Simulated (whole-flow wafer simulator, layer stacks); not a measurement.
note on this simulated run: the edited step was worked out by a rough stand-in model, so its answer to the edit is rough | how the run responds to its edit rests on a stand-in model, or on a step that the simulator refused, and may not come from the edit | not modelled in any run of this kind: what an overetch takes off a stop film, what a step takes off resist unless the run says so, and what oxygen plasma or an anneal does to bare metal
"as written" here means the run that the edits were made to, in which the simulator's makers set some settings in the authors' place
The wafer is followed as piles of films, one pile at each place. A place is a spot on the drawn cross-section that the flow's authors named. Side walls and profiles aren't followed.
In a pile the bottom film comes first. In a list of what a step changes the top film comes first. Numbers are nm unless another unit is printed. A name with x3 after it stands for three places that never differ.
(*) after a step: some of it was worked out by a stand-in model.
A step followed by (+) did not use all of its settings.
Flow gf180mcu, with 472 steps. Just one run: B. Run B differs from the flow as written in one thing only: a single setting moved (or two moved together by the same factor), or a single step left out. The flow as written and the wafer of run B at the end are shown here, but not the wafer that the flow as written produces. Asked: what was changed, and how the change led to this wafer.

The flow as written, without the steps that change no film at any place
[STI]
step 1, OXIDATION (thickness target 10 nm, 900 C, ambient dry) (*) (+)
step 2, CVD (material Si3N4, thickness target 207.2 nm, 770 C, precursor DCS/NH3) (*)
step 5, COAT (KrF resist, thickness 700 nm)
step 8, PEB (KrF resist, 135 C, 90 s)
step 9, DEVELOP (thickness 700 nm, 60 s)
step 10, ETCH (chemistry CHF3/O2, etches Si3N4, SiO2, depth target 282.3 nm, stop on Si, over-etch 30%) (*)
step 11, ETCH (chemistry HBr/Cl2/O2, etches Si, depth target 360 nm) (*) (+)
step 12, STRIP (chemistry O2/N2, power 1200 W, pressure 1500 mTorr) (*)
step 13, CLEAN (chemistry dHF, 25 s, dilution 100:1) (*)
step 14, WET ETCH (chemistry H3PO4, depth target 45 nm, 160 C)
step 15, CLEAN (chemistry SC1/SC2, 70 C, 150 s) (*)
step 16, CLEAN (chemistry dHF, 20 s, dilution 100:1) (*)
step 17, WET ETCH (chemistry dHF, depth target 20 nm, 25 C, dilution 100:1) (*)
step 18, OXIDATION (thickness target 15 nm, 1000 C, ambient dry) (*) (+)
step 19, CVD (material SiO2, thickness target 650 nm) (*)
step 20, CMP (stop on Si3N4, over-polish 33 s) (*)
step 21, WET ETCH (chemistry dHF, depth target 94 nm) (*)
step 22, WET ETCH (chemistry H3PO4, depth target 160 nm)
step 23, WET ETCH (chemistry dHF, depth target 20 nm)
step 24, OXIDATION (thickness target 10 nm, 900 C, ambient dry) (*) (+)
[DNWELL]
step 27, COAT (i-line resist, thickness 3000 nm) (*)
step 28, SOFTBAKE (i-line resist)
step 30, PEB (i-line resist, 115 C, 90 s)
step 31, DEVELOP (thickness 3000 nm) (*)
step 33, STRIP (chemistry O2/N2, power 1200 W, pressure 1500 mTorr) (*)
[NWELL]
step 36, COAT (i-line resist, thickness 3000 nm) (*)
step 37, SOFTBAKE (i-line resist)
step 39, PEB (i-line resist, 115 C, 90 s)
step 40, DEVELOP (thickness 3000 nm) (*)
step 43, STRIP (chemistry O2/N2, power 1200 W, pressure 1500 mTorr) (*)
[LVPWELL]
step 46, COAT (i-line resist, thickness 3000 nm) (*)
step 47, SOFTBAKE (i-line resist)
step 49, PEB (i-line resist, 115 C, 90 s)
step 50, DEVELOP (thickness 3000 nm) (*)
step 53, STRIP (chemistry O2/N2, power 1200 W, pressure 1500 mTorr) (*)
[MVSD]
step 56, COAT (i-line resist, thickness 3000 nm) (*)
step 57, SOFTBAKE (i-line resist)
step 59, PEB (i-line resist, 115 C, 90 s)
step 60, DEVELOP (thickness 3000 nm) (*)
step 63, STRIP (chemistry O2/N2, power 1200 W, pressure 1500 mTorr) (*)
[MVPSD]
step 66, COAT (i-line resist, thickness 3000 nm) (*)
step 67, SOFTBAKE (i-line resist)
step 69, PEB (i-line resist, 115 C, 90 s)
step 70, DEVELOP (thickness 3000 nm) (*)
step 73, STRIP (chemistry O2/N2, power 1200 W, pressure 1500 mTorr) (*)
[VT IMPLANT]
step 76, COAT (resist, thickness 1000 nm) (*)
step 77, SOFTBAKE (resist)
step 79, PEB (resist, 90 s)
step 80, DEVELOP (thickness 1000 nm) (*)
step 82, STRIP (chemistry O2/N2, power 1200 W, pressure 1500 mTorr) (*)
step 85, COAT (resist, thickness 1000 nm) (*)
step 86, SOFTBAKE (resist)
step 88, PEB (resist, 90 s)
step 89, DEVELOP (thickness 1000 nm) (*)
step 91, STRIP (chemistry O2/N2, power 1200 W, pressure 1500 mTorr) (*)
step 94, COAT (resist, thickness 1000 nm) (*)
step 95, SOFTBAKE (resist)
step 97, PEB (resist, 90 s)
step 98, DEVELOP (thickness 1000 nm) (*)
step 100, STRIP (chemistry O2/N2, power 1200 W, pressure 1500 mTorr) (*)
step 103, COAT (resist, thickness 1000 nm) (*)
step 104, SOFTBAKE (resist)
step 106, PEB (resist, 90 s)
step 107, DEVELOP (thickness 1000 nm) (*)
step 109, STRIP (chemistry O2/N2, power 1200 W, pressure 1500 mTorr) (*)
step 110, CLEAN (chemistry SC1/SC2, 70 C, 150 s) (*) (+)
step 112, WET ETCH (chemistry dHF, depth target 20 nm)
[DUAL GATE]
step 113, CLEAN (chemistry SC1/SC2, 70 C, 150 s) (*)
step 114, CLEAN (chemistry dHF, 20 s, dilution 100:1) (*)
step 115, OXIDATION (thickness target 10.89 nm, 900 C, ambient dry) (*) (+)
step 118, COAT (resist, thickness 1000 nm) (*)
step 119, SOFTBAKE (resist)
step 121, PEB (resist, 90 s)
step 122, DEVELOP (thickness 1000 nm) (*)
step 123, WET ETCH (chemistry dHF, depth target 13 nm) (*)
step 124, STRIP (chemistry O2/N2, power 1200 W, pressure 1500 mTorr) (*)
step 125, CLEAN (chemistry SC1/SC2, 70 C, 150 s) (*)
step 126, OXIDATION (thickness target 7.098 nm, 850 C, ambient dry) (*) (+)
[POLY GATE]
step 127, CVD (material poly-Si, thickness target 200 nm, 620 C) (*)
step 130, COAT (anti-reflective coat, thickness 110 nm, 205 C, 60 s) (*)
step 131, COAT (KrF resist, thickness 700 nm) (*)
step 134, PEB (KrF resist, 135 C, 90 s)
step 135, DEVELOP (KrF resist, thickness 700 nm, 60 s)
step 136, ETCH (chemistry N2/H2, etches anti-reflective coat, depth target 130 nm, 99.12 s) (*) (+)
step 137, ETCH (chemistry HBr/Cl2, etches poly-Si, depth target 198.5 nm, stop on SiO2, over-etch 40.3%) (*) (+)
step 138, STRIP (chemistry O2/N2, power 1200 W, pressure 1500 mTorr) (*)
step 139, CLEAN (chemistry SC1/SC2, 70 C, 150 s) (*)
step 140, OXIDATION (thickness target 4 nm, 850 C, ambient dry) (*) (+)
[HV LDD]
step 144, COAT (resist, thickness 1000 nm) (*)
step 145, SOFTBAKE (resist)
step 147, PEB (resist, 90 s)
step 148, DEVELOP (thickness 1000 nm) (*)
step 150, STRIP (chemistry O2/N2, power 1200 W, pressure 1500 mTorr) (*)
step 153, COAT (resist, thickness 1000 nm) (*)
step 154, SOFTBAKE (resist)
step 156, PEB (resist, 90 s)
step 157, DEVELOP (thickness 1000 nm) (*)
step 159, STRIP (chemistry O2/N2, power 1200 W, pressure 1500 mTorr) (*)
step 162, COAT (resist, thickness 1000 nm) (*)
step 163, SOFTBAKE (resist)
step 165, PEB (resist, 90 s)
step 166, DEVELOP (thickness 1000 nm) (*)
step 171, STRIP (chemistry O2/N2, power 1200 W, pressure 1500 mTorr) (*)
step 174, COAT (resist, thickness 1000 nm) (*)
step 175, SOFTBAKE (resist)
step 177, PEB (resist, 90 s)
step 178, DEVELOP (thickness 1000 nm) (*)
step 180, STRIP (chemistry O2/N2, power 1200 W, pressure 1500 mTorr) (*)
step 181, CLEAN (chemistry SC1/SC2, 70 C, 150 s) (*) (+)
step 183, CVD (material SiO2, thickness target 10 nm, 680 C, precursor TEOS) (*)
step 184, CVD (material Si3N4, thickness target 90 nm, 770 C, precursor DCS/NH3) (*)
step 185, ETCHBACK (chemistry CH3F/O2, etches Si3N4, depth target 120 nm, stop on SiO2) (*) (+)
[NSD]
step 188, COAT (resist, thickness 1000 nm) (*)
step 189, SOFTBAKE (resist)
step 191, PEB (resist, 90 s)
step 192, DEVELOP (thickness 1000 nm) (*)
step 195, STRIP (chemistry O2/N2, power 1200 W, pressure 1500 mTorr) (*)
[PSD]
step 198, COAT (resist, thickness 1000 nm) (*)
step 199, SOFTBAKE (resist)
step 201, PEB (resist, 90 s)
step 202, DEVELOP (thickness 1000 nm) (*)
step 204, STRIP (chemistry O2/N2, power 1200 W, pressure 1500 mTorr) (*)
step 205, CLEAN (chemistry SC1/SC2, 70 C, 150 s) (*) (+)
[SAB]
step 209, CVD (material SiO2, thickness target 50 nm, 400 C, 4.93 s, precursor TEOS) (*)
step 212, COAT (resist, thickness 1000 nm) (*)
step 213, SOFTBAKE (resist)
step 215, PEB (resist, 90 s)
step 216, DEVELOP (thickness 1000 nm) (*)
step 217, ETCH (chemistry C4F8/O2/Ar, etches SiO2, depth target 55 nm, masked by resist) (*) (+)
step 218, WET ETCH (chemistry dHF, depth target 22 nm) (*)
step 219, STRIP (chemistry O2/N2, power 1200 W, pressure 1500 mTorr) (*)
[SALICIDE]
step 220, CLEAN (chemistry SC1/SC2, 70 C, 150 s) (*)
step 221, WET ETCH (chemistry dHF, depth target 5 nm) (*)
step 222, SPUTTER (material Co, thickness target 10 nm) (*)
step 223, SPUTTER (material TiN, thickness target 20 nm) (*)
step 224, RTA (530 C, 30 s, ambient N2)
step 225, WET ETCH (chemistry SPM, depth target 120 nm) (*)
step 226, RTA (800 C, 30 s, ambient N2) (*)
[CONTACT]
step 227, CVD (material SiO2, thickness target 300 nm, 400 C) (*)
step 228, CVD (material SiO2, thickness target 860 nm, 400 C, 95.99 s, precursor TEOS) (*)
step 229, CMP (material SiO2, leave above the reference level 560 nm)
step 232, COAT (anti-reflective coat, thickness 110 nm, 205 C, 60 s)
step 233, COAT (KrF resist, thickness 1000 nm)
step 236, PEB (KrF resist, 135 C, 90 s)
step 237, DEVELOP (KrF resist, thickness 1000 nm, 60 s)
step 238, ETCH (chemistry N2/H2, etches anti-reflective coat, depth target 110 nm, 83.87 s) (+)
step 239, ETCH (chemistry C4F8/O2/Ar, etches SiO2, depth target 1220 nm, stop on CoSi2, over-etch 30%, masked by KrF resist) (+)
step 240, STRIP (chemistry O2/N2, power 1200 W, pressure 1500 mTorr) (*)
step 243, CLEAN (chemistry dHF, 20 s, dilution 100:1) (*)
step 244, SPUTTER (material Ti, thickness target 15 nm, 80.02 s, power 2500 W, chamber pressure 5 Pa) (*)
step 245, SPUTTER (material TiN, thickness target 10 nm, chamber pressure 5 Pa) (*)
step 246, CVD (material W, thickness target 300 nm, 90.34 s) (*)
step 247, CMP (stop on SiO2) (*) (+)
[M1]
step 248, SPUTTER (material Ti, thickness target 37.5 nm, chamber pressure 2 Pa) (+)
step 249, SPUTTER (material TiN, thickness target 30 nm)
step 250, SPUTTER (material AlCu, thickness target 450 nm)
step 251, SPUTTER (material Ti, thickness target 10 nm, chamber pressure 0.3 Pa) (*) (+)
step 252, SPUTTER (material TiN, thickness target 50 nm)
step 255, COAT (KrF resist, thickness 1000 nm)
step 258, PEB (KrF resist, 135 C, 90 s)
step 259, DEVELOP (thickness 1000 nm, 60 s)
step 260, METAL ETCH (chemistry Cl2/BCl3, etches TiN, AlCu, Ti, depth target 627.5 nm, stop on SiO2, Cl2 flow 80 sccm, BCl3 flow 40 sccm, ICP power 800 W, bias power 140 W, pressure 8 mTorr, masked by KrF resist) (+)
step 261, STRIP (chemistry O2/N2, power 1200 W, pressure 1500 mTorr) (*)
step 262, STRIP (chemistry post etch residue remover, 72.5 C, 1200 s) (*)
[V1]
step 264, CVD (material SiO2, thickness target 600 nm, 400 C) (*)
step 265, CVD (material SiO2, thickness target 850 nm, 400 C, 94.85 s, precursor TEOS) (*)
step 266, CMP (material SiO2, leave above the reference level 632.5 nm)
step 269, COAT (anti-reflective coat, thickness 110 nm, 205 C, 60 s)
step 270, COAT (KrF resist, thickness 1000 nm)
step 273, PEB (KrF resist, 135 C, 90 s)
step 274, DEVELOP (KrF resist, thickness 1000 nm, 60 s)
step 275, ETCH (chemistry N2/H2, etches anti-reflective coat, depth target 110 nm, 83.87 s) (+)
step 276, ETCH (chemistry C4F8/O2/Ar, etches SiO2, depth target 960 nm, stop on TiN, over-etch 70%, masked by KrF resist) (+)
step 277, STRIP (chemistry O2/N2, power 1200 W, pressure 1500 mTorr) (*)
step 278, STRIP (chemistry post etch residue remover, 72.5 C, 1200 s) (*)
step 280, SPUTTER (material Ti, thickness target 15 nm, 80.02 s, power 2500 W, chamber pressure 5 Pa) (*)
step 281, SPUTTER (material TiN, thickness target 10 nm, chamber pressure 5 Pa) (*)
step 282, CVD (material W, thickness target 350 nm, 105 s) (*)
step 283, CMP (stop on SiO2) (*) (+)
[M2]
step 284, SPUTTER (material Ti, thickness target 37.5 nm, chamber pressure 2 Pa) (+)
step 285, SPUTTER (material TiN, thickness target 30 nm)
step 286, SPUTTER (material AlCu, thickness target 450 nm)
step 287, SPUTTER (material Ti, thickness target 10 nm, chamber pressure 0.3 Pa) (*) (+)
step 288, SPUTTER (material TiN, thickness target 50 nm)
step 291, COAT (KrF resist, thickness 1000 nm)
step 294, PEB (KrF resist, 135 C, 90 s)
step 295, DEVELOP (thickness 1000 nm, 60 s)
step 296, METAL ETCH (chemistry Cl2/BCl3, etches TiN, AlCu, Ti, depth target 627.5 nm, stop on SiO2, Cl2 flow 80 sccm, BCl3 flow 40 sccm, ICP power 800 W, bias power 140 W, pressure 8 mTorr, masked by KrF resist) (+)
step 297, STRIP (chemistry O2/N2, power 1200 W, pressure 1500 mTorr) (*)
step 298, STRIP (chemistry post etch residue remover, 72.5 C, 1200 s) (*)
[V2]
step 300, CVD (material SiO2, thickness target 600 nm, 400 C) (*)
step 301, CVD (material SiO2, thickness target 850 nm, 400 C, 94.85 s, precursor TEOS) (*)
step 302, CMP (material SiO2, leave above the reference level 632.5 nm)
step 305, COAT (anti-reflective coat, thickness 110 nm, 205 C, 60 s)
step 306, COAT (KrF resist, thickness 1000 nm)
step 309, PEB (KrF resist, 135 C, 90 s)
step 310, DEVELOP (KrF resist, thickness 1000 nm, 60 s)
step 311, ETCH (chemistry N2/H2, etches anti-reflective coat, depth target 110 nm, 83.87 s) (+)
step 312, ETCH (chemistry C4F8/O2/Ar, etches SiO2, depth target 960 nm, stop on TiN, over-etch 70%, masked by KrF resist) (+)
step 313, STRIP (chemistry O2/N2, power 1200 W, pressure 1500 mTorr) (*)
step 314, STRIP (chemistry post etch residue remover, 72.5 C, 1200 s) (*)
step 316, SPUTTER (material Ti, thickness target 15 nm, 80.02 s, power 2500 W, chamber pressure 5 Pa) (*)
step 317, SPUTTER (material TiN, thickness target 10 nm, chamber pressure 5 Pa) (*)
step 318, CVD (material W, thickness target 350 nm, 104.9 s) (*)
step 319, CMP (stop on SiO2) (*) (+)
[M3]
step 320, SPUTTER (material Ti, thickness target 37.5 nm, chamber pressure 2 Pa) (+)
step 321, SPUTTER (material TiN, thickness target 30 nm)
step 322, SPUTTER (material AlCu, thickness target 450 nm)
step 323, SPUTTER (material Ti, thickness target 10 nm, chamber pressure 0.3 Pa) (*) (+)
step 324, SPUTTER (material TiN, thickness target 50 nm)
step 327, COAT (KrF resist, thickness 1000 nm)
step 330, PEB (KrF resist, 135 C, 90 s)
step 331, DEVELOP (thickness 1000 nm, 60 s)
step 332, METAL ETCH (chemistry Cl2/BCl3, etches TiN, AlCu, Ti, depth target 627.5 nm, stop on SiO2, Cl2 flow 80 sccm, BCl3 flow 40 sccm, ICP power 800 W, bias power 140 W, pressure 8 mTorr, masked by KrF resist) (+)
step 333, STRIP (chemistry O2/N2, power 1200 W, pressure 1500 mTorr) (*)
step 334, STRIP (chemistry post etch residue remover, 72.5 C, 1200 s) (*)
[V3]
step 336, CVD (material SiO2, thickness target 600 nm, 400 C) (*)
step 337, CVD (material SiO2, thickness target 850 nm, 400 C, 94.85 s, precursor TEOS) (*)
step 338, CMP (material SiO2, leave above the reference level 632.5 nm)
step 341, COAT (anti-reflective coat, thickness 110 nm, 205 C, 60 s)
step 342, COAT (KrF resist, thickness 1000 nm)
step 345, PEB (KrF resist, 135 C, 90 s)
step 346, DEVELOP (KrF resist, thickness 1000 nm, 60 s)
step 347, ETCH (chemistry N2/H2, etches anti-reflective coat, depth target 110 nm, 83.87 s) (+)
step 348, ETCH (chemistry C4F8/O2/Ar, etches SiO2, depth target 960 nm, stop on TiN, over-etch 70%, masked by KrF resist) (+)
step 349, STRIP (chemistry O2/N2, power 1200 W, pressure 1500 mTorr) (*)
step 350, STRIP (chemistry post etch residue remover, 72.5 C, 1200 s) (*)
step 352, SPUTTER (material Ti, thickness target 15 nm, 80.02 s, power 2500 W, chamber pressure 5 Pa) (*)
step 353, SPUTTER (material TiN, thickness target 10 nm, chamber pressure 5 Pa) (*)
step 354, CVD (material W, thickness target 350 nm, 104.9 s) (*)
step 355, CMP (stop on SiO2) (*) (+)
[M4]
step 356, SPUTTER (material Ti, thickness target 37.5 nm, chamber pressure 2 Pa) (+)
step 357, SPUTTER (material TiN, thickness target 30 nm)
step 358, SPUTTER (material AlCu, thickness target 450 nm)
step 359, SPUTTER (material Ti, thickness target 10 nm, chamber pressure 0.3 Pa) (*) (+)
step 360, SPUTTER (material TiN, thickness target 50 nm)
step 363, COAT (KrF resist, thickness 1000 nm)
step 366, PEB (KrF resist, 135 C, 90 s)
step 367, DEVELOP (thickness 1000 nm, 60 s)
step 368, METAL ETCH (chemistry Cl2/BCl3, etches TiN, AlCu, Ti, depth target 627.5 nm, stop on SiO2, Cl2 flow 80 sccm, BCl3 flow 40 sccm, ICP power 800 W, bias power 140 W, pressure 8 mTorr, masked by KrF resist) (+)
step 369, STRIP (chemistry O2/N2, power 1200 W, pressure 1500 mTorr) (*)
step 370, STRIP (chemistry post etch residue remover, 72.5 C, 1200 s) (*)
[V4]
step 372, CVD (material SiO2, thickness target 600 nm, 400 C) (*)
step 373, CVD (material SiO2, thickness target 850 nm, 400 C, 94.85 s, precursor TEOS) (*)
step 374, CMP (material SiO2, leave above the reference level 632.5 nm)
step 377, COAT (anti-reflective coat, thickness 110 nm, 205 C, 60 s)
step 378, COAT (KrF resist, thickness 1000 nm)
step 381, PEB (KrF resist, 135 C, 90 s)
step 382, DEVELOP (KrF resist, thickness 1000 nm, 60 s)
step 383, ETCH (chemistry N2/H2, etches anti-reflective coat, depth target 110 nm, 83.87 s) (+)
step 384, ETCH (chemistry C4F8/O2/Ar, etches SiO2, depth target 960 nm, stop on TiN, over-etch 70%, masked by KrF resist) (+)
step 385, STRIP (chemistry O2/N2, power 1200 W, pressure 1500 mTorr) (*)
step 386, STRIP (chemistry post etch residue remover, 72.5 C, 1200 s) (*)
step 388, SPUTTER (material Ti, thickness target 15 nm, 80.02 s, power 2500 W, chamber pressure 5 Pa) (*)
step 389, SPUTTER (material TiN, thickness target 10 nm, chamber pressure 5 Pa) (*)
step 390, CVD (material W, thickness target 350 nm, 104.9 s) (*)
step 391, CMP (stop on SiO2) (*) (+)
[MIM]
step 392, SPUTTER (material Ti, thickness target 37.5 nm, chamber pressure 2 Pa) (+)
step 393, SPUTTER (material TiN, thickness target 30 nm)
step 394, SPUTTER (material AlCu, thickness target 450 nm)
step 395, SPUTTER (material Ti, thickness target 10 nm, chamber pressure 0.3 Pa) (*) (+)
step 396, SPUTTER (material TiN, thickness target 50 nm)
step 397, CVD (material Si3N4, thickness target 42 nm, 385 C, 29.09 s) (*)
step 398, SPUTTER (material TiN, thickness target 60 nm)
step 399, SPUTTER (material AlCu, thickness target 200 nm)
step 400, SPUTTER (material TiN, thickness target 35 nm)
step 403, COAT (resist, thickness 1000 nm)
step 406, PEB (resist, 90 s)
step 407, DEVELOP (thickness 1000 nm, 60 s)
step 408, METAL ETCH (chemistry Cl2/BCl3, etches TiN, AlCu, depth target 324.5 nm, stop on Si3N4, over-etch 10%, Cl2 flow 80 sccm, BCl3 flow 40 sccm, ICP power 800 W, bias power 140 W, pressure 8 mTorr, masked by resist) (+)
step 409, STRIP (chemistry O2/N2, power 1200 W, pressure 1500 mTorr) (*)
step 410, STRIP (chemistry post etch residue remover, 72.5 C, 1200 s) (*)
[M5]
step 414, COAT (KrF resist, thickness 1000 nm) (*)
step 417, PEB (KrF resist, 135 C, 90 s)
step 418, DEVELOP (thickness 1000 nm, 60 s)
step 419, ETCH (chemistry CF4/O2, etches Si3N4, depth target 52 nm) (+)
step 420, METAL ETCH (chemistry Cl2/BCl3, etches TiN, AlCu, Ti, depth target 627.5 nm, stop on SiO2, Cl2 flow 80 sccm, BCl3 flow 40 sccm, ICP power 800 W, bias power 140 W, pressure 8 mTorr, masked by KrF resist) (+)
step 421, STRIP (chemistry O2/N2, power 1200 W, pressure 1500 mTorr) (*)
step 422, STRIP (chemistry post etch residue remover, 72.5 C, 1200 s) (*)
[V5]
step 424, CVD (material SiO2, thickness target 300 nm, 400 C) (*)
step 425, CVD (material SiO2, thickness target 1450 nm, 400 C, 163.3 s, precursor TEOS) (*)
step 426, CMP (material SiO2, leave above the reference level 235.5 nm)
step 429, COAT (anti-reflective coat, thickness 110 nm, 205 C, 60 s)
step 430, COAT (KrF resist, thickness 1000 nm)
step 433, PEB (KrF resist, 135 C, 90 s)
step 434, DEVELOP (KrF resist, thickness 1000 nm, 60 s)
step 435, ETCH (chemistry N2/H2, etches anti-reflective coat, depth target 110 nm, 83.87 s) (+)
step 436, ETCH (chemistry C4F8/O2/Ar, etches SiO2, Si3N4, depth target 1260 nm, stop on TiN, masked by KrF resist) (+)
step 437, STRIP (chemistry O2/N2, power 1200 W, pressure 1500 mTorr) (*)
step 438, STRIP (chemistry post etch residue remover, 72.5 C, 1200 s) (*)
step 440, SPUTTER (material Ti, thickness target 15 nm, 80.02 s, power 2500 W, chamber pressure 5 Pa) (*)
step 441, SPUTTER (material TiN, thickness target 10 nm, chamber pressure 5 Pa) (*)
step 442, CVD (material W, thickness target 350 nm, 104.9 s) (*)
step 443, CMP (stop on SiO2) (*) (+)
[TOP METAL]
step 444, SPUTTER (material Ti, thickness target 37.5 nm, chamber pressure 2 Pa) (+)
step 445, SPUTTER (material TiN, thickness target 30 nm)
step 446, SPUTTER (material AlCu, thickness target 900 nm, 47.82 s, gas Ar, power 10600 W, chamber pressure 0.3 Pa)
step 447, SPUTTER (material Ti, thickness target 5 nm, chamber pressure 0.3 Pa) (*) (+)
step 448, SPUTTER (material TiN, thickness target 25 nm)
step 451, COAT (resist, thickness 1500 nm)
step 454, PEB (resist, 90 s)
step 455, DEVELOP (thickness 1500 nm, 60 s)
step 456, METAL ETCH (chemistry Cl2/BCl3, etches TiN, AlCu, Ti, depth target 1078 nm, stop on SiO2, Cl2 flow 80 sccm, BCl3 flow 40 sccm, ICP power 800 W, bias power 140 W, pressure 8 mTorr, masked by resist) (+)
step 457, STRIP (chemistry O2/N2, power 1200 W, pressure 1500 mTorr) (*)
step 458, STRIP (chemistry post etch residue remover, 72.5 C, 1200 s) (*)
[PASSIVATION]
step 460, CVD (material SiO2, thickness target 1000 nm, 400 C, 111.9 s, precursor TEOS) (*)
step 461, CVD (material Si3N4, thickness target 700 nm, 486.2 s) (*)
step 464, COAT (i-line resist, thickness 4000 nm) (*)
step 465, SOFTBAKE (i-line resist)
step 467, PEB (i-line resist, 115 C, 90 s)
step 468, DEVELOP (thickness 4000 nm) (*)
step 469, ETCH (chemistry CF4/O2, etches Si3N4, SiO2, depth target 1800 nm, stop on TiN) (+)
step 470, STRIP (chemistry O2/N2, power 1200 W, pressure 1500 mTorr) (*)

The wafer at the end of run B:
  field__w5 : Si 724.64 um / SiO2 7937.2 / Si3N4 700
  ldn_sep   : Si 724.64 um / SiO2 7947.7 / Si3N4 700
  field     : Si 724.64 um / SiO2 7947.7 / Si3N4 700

Cause: step 425, CVD: thickness target 870 nm was run, while the flow as written has thickness target 1450 nm.

Step by step, how the change led to this:
  step 425, CVD (material SiO2, thickness target 1450 nm, 400 C, 163.3 s, precursor TEOS) (*)
      field, field__w1, field__w4 and 100 more: SiO2 gains 870 (it would be, as written: SiO2 gains 1450)
      field__w2, field__w3, field__w12 and 6 more: SiO2 gains 853.7 (it would be, as written: SiO2 gains 1421.8)
  step 426, CMP (material SiO2, leave above the reference level 235.5 nm)
      field, field__w1, field__w5 and 92 more: nothing (it would be, as written: SiO2 loses 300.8)
      field__w2, field__w3, field__w12 and 6 more: nothing (it would be, as written: SiO2 loses 272.7)
      (also at 8 further places)
  step 429, COAT (anti-reflective coat, thickness 110 nm, 205 C, 60 s)
      field__w1, polyc_n: anti-reflective coat gains 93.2 (new film) (it would be, as written: anti-reflective coat gains 110 (new film))
      field: anti-reflective coat gains 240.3 (new film) (it would be, as written: anti-reflective coat gains 110 (new film))
      (also at 48 further places)
  step 430, COAT (KrF resist, thickness 1000 nm)
      field__w1, npoly_u: KrF resist gains 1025 (new film) (it would be, as written: KrF resist gains 1000 (new film))
      nw_enc_fld_lv__w1, nw_enc_fld_lv__w4: KrF resist gains 1031.7 (new film) (it would be, as written: KrF resist gains 1000 (new film))
      (also at 34 further places)
  step 433, PEB (KrF resist, 135 C, 90 s)
      field: KrF resist loses 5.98 (it would be, as written: KrF resist loses 6.68)
      field__w11: KrF resist loses 5.59 (it would be, as written: KrF resist loses 6.68)
      (also at 15 further places)
  step 434, DEVELOP (KrF resist, thickness 1000 nm, 60 s)
      contact: KrF resist loses 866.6 (all of it) (it would be, as written: KrF resist loses 993.3 (all of it))
  step 435, ETCH (chemistry N2/H2, etches anti-reflective coat, depth target 110 nm, 83.87 s) (+)
      contact: anti-reflective coat loses 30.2 (all of it), SiO2 loses 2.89 (it would be, as written: anti-reflective coat loses 110 (all of it), SiO2 loses 0.85)
  step 437, STRIP (chemistry O2/N2, power 1200 W, pressure 1500 mTorr) (*)
      field: KrF resist loses 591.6 (all of it), anti-reflective coat loses 240.3 (all of it) (it would be, as written: KrF resist loses 646.9 (all of it), anti-reflective coat loses 110 (all of it))
      field__w1: KrF resist loses 671.8 (all of it), anti-reflective coat loses 93.2 (all of it) (it would be, as written: KrF resist loses 646.9 (all of it), anti-reflective coat loses 110 (all of it))
      (also at 51 further places)
  step 440, SPUTTER (material Ti, thickness target 15 nm, 80.02 s, power 2500 W, chamber pressure 5 Pa) (*)
      field__w2: Ti gains 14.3 (new film) (it would be, as written: Ti gains 15 (new film))
      contact: Ti gains 9.54 (new film) (it would be, as written: Ti gains 8.12 (new film))
  step 441, SPUTTER (material TiN, thickness target 10 nm, chamber pressure 5 Pa) (*)
      field__w2: TiN gains 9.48 (new film) (it would be, as written: TiN gains 10 (new film))
      contact: TiN gains 6.34 (new film) (it would be, as written: TiN gains 5.38 (new film))
  step 442, CVD (material W, thickness target 350 nm, 104.9 s) (*)
      contact: W gains 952 (new film) (it would be, as written: W gains 1233.6 (new film))
  step 443, CMP (stop on SiO2) (*) (+)
      field__w3, field__w12, npoly_sal, ppoly_sal, nw_sep_fld, gate_hv5, gate_p_hv5, sti_nw: W loses 350 (all of it), TiN loses 10 (all of it), Ti loses 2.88 (it would be, as written: W loses 350 (all of it), TiN loses 10 (all of it), Ti loses 15 (all of it), SiO2 loses 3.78)
      field__w2: W loses 350.7 (all of it), TiN loses 9.48 (all of it), Ti loses 2.17 (it would be, as written: W loses 350 (all of it), TiN loses 10 (all of it), Ti loses 15 (all of it), SiO2 loses 3.78)
      (also at 7 further places)
  step 444, SPUTTER (material Ti, thickness target 37.5 nm, chamber pressure 2 Pa) (+)
      field__w2, field__w3, field__w12 and 6 more: Ti gains 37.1 (it would be, as written: Ti gains 37.5 (new film))
  step 445, SPUTTER (material TiN, thickness target 30 nm)
      field__w2, field__w3, field__w12 and 6 more: TiN gains 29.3 (new film) (it would be, as written: TiN gains 30 (new film))
  step 448, SPUTTER (material TiN, thickness target 25 nm)
      field__w3, field__w12, npoly_sal, ppoly_sal, nw_sep_fld, gate_hv5, gate_p_hv5, sti_nw: TiN gains 24.4 (new film) (it would be, as written: TiN gains 25 (new film))
      field__w2: TiN gains 22.5 (new film) (it would be, as written: TiN gains 25 (new film))
  step 451, COAT (resist, thickness 1500 nm)
      field: resist gains 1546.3 (new film) (it would be, as written: resist gains 1500 (new film))
      field__w8: resist gains 1268.5 (new film) (it would be, as written: resist gains 1500 (new film))
      (also at 10 further places)
  ... 8 other steps ...
  step 470, STRIP (chemistry O2/N2, power 1200 W, pressure 1500 mTorr) (*)
      field__w8, m1__w1: i-line resist loses 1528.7 (all of it) (it would be, as written: i-line resist loses 1787.7 (all of it))
      m1: i-line resist loses 1543.8 (all of it) (it would be, as written: i-line resist loses 1812 (all of it))
      (also at 3 further places)
